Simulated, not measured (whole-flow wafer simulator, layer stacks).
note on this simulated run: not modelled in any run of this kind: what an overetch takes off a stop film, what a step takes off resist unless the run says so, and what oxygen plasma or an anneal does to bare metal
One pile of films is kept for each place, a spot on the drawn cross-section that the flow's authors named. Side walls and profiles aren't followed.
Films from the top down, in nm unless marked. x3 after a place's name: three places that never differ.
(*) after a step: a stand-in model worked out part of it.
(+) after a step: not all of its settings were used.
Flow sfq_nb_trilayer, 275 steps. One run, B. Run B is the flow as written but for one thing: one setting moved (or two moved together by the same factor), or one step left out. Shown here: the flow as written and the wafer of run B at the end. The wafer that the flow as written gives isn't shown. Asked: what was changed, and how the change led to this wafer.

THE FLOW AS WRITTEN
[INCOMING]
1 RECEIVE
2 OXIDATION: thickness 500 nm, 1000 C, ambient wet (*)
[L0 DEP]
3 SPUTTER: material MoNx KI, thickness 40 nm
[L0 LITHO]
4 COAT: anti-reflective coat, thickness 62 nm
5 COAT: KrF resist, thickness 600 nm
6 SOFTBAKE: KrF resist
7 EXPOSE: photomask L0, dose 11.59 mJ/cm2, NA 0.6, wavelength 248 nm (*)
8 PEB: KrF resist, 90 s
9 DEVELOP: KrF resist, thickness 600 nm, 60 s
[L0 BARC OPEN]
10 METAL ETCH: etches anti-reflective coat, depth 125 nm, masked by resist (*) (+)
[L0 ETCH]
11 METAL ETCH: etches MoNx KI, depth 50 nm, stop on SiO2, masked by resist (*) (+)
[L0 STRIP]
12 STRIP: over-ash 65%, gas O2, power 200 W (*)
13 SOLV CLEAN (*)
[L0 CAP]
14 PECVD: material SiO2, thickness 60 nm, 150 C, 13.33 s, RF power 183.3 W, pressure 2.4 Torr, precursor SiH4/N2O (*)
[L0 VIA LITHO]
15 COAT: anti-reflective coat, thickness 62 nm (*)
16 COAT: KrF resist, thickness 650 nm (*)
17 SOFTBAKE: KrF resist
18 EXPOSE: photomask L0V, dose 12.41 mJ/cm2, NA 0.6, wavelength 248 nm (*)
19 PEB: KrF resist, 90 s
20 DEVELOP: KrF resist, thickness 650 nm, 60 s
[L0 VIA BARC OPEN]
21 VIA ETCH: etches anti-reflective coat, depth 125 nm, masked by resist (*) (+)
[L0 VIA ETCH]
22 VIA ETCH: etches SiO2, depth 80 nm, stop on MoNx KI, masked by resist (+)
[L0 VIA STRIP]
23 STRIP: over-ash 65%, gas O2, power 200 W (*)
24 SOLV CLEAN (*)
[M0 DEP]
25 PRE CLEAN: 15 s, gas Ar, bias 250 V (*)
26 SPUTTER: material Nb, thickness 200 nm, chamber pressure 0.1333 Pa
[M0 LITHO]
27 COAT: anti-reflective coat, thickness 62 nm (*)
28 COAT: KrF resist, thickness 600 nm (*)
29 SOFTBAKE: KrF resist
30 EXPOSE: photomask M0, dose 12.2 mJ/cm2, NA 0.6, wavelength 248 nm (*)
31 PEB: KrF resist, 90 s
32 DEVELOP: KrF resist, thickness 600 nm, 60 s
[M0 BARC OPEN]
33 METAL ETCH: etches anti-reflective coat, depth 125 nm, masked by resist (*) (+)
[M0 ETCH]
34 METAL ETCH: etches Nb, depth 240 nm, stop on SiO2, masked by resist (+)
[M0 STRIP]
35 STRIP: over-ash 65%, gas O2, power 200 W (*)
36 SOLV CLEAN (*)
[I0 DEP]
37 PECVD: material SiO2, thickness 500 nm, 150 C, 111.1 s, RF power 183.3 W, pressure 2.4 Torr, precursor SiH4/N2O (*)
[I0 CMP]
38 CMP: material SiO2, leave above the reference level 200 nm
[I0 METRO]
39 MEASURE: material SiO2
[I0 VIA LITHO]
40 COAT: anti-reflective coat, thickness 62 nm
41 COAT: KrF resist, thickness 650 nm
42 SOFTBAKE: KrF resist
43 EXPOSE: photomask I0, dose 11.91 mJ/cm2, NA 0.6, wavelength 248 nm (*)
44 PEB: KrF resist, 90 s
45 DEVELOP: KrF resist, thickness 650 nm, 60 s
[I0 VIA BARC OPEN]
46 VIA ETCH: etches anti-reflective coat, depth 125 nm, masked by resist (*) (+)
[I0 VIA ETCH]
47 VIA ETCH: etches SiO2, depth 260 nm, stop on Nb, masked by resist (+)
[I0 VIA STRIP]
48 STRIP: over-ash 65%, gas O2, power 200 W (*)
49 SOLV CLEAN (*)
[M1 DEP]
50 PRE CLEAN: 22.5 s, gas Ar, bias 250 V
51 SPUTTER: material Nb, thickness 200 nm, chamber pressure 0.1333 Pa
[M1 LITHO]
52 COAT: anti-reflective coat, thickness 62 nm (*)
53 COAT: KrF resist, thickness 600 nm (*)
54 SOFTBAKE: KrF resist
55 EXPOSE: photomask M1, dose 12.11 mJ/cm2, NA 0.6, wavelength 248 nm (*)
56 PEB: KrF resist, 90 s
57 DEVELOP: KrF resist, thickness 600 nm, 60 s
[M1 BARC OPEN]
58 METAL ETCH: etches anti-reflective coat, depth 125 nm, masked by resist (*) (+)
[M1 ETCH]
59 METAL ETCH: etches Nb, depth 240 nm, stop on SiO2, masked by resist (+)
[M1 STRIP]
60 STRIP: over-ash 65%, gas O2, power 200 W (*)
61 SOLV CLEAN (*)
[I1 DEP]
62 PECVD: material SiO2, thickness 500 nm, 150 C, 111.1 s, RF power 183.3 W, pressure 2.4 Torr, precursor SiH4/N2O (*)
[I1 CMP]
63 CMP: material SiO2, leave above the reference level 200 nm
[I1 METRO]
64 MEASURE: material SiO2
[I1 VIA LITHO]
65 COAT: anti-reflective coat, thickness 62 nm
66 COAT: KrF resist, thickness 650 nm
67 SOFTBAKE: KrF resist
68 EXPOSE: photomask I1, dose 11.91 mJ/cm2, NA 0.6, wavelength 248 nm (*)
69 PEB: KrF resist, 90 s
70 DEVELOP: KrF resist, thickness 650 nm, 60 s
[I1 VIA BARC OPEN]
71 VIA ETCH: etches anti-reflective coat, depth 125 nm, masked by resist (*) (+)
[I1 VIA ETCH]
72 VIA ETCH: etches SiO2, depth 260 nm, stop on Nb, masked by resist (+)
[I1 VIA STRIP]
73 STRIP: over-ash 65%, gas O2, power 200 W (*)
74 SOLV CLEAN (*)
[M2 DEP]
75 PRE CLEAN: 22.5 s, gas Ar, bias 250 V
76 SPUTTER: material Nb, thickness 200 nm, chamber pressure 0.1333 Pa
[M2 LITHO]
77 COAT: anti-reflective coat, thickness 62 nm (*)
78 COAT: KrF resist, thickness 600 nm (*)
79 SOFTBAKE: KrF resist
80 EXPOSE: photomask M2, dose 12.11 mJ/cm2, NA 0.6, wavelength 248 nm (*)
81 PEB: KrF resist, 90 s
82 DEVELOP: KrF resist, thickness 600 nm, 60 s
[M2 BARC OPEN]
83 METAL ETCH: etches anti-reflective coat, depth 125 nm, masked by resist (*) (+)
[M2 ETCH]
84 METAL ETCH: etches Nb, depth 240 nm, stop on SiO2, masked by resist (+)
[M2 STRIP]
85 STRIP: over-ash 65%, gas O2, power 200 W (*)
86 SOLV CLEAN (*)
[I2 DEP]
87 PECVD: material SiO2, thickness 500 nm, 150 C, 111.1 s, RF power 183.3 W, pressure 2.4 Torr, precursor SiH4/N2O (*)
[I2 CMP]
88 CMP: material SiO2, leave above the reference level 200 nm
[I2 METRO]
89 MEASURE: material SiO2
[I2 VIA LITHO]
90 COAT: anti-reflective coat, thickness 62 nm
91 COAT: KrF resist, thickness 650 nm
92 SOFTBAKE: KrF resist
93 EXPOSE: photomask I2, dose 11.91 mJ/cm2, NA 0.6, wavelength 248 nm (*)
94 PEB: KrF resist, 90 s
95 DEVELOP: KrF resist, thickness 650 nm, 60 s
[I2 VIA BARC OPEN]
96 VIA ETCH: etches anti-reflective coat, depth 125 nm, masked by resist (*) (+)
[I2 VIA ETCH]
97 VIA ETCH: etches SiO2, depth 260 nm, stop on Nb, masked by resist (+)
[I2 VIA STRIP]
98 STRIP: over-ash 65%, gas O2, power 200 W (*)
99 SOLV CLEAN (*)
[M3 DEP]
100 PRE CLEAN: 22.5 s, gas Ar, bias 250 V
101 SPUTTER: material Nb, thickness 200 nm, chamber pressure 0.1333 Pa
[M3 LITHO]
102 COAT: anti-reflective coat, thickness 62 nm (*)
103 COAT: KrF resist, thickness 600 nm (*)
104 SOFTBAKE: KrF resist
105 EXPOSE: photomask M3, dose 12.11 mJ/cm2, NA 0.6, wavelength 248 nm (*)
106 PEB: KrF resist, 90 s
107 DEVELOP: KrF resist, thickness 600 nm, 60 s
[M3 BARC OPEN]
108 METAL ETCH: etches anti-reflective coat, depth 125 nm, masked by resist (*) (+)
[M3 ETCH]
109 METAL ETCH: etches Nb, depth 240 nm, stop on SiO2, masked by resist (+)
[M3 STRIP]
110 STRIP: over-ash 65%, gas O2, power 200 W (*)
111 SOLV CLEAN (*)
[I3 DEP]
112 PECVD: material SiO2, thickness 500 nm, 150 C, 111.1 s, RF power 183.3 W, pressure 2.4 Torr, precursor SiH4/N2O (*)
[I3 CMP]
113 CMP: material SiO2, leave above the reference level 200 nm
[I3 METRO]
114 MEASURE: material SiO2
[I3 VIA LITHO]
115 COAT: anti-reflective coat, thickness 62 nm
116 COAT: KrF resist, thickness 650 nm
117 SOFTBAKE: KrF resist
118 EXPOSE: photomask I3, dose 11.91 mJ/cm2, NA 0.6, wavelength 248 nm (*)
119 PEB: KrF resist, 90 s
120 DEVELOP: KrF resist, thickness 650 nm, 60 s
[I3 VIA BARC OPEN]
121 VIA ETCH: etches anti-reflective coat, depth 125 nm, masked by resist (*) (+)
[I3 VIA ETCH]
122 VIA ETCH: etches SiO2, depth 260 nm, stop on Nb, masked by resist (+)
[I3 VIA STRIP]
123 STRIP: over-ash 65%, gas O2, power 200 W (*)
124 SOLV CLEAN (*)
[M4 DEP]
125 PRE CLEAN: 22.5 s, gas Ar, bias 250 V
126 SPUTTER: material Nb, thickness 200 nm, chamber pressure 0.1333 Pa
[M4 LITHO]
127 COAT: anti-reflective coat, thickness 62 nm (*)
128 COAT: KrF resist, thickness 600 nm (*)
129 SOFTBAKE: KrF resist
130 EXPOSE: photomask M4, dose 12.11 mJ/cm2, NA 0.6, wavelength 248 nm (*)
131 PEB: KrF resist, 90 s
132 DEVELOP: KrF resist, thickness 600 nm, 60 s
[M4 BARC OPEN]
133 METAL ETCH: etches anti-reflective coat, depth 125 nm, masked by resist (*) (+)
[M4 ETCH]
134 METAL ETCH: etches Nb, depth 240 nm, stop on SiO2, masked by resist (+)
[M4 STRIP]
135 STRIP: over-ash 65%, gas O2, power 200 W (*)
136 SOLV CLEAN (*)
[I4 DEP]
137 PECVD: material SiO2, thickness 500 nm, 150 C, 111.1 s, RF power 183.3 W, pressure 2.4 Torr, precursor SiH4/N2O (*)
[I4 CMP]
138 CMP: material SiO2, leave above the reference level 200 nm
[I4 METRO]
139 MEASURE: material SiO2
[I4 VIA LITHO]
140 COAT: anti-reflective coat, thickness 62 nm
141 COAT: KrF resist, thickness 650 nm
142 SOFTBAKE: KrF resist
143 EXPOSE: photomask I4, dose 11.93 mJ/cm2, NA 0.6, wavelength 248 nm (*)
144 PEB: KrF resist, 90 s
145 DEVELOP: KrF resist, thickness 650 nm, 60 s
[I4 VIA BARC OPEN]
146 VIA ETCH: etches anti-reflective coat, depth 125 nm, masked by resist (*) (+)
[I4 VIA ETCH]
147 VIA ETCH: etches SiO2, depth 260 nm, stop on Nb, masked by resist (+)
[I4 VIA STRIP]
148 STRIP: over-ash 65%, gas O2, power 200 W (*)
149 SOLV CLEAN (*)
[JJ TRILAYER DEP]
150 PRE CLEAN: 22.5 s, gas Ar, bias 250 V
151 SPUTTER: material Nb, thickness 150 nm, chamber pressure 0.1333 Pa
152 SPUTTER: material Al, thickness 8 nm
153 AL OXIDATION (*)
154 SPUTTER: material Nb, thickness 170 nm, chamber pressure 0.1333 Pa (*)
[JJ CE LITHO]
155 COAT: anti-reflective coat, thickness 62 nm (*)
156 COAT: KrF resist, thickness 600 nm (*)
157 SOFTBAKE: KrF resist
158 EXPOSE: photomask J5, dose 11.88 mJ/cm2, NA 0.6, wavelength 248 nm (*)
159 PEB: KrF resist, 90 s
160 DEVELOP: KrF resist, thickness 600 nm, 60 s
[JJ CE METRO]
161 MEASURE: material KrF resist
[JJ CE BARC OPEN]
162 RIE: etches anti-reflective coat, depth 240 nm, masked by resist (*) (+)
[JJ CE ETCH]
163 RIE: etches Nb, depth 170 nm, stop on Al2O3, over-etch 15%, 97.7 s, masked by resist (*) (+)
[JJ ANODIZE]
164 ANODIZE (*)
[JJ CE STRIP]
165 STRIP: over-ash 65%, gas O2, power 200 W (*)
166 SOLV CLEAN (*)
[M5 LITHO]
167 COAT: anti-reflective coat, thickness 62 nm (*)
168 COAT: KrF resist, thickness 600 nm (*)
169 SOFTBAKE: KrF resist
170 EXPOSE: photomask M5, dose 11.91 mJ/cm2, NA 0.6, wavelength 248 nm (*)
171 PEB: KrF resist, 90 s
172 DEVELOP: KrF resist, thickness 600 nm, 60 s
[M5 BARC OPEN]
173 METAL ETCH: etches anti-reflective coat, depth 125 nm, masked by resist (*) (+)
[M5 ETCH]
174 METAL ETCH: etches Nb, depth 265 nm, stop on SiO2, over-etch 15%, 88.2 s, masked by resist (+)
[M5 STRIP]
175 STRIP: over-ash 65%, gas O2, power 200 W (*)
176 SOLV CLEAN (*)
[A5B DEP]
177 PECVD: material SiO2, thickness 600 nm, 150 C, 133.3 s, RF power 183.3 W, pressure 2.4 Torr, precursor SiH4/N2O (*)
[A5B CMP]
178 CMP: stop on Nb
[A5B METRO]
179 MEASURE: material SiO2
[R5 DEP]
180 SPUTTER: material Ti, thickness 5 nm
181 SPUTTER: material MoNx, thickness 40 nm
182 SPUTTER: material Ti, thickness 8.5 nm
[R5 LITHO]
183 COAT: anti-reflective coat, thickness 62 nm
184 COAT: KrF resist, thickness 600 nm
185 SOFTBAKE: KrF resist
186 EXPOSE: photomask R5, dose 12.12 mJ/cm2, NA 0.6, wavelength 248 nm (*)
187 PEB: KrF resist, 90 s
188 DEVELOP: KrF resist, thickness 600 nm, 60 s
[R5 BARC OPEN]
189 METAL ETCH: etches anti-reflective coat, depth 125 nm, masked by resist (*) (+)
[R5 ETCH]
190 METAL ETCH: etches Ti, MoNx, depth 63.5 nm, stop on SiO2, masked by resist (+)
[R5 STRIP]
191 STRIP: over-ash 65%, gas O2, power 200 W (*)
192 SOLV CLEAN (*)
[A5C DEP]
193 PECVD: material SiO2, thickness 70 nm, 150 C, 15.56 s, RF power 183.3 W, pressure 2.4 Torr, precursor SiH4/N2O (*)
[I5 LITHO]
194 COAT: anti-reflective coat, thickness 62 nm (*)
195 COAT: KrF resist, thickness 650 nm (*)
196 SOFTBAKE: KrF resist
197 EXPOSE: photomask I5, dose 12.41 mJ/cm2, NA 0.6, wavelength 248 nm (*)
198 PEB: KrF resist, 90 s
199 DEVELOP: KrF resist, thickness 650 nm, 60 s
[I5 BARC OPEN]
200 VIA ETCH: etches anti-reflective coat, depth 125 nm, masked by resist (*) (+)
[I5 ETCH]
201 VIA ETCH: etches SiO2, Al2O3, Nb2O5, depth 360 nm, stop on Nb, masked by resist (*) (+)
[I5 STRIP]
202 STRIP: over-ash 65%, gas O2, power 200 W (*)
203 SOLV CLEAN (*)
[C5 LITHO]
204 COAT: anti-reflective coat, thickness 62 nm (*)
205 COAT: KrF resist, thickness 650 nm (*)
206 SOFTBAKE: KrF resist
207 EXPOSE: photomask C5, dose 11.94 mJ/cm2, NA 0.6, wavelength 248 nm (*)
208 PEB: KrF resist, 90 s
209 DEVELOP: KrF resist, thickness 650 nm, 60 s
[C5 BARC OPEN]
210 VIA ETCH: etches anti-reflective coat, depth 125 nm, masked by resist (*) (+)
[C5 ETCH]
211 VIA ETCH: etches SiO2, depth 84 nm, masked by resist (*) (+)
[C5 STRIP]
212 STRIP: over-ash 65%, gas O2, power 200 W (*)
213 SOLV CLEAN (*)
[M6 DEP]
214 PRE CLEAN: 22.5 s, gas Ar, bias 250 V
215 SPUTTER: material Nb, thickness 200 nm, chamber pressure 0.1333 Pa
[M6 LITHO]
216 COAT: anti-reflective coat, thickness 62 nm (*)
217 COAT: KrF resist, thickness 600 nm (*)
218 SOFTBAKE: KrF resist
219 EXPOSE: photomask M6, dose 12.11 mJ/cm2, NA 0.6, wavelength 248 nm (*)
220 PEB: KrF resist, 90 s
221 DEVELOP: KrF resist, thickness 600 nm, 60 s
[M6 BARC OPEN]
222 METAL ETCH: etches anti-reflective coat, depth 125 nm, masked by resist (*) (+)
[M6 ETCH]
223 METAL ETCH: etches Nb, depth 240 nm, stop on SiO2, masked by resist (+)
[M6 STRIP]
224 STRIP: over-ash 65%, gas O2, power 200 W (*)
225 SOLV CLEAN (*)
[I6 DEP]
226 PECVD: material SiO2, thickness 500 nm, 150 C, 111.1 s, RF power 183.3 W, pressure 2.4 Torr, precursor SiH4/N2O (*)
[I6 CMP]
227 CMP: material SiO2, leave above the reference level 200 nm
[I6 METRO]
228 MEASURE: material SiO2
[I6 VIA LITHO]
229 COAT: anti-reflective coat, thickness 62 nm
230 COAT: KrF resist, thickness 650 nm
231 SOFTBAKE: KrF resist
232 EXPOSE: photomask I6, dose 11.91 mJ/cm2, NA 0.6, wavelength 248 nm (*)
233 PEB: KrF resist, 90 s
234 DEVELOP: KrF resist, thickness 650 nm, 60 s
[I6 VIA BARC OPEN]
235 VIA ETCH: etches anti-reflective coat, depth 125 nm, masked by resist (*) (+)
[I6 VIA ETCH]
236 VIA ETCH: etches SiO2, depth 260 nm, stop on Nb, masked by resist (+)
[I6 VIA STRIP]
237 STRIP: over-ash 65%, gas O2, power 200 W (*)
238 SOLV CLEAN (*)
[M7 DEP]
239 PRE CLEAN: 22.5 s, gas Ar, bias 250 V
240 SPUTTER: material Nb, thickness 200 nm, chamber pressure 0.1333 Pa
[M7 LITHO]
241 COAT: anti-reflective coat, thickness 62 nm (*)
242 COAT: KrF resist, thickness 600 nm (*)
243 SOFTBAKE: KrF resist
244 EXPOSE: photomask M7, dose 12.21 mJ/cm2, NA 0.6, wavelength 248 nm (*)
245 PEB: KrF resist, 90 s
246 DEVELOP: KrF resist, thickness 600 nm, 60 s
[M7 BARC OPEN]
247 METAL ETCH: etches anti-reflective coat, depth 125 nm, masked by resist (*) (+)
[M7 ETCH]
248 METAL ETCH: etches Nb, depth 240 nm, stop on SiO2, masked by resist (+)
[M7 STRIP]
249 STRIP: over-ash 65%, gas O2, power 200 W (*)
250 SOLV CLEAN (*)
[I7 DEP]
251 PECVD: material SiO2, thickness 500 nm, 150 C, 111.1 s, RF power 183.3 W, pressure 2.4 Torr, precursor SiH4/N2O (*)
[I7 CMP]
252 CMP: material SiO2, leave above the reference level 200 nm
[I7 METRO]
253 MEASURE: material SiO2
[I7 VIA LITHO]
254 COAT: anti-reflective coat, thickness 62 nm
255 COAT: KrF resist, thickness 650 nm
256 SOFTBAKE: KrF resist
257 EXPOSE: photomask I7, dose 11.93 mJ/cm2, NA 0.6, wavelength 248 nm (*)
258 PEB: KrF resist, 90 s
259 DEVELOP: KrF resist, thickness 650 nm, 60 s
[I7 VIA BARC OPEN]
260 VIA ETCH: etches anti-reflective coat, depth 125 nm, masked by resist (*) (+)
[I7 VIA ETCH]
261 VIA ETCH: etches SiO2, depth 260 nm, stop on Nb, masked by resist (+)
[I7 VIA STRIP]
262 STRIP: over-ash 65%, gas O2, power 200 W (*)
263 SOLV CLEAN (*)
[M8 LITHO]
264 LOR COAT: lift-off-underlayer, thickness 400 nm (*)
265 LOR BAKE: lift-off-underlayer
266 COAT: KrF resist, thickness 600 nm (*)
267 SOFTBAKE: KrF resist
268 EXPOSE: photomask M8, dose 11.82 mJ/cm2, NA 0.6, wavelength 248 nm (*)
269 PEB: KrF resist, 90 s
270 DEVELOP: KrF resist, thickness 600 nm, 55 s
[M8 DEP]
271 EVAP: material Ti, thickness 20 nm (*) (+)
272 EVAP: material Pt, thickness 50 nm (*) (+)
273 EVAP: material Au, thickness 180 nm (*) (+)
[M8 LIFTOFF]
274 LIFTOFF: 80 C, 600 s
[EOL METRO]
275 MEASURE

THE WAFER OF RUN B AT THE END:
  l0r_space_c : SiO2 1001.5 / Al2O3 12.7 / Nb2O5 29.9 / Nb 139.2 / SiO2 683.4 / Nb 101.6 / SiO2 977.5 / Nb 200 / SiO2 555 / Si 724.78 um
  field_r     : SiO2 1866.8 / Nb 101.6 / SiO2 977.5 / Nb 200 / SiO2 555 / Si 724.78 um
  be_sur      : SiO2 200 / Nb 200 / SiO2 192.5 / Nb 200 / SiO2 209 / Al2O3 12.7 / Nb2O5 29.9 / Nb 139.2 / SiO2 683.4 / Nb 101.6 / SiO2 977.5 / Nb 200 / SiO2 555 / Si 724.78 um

The cause: step 109, METAL ETCH: depth 98.4 nm was run, where the flow has depth 240 nm.

How the change led to this, step by step:
  109 METAL ETCH: etches Nb, depth 240 nm, stop on SiO2, masked by resist (+)
      field_l, be, be_sur and 72 more: Nb -98.4 (as written it would be: Nb -200 (all of it))
      v_sur, via_wl, via_w and 28 more: KrF resist -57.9 (as written it would be: KrF resist -141.2)
  110 STRIP: over-ash 65%, gas O2, power 200 W (*)
      p4_w1, p4_w2, p4_w3 and 21 more: KrF resist -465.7 (all of it), anti-reflective coat -62 (all of it) (as written it would be: KrF resist -382.4 (all of it), anti-reflective coat -62 (all of it))
      via_wl, via_wr: KrF resist -467.5 (all of it), anti-reflective coat -34.2 (all of it) (as written it would be: KrF resist -384.2 (all of it), anti-reflective coat -34.2 (all of it))
      (and at 5 more places)
  112 PECVD: material SiO2, thickness 500 nm, 150 C, 111.1 s, RF power 183.3 W, pressure 2.4 Torr, precursor SiH4/N2O (*)
      field_l, be, be_sur and 64 more: SiO2 +500 (new film) (as written it would be: SiO2 +500)
      p4_g1, p4_g2, p3_s0, p3_s1, p3_s2, p3_s3, p3_s4, p3_s5: SiO2 +500 (new film) (as written it would be: SiO2 +557.1)
  113 CMP: material SiO2, leave above the reference level 200 nm
      field_l, be, be_sur and 64 more: SiO2 -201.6 (as written it would be: SiO2 -100)
      p4_g1, p4_g2, p3_s0, p3_s1, p3_s2, p3_s3, p3_s4, p3_s5: SiO2 -201.6 (as written it would be: SiO2 -157.1)
Counting metal films that touch as one body, l0r_space_c has 3 bodies (between them, from the top down: SiO2 683.4; SiO2 977.5); the flow as written gives 2 bodies (between them, from the top down: SiO2 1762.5).
Counting metal films that touch as one body, field_r has 2 bodies (between them, from the top down: SiO2 977.5); the flow as written gives 1 body.
Counting metal films that touch as one body, be_sur has 5 bodies (between them, from the top down: SiO2 192.5; SiO2 209 / Al2O3 12.7 / Nb2O5 29.9; SiO2 683.4; SiO2 977.5); the flow as written gives 4 bodies (between them, from the top down: SiO2 192.5; SiO2 209 / Al2O3 12.7 / Nb2O5 29.9; SiO2 1762.5).
